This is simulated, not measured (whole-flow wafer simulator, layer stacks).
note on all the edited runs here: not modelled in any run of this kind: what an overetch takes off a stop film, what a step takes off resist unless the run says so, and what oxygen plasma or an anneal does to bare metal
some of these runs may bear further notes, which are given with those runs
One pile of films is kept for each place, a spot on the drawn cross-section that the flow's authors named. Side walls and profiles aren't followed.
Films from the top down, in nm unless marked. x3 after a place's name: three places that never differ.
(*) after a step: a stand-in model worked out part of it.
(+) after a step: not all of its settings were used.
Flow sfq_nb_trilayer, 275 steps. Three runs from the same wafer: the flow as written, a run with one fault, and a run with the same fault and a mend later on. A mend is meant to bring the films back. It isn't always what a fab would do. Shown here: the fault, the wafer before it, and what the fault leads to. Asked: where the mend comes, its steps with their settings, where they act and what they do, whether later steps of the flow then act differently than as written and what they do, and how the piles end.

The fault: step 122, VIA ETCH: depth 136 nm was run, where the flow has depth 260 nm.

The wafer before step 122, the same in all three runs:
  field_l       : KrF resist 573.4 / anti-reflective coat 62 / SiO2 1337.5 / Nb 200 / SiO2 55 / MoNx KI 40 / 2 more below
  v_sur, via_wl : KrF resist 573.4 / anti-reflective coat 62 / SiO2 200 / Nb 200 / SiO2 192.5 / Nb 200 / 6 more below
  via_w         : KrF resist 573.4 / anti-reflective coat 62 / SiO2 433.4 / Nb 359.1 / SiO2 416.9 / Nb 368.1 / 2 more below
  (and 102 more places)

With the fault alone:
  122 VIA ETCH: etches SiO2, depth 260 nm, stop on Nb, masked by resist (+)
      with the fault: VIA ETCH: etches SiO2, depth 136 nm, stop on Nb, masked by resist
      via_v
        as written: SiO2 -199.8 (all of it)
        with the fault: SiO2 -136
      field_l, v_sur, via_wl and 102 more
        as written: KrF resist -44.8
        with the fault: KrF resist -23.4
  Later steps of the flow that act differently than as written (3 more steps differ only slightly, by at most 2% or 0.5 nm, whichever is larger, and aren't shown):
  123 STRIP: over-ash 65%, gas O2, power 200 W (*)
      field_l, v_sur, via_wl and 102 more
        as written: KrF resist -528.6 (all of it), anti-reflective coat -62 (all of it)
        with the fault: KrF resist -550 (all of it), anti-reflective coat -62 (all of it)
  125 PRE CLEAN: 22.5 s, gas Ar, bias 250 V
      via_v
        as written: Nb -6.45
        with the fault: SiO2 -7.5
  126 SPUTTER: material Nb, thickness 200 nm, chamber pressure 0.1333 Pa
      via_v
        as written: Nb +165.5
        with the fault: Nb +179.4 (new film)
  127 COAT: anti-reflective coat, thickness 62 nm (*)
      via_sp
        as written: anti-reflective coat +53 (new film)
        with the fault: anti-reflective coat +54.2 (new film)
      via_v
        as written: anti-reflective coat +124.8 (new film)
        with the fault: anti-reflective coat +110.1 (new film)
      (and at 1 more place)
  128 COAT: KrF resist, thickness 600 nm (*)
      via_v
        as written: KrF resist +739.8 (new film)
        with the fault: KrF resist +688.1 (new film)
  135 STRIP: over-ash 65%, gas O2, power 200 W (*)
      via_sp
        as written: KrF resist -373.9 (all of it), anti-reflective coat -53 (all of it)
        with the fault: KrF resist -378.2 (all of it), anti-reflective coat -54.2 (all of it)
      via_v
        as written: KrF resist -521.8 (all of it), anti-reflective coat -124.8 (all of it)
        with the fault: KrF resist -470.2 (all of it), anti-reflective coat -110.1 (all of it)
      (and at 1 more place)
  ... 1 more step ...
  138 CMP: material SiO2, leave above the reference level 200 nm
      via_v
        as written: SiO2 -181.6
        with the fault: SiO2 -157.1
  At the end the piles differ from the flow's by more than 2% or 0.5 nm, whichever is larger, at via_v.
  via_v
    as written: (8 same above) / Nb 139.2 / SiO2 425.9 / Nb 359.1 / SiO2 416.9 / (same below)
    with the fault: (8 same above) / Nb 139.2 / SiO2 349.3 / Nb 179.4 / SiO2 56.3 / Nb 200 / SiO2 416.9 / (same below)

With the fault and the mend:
  The mend comes after step 122.
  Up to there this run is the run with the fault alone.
  122a VIA ETCH: etches SiO2, depth 124 nm, stop on Nb, masked by resist (+) (the flow's step 122 once more, with other settings)
      field_l, v_sur, via_wl and 102 more
        KrF resist -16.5
      via_v
        SiO2 -63.8 (all of it)
  No later step of the flow acts differently than as written, at any place that is followed, by more than 2% or 0.5 nm, whichever is larger.
  At the end the piles are the same as the flow's at every place that both follow.
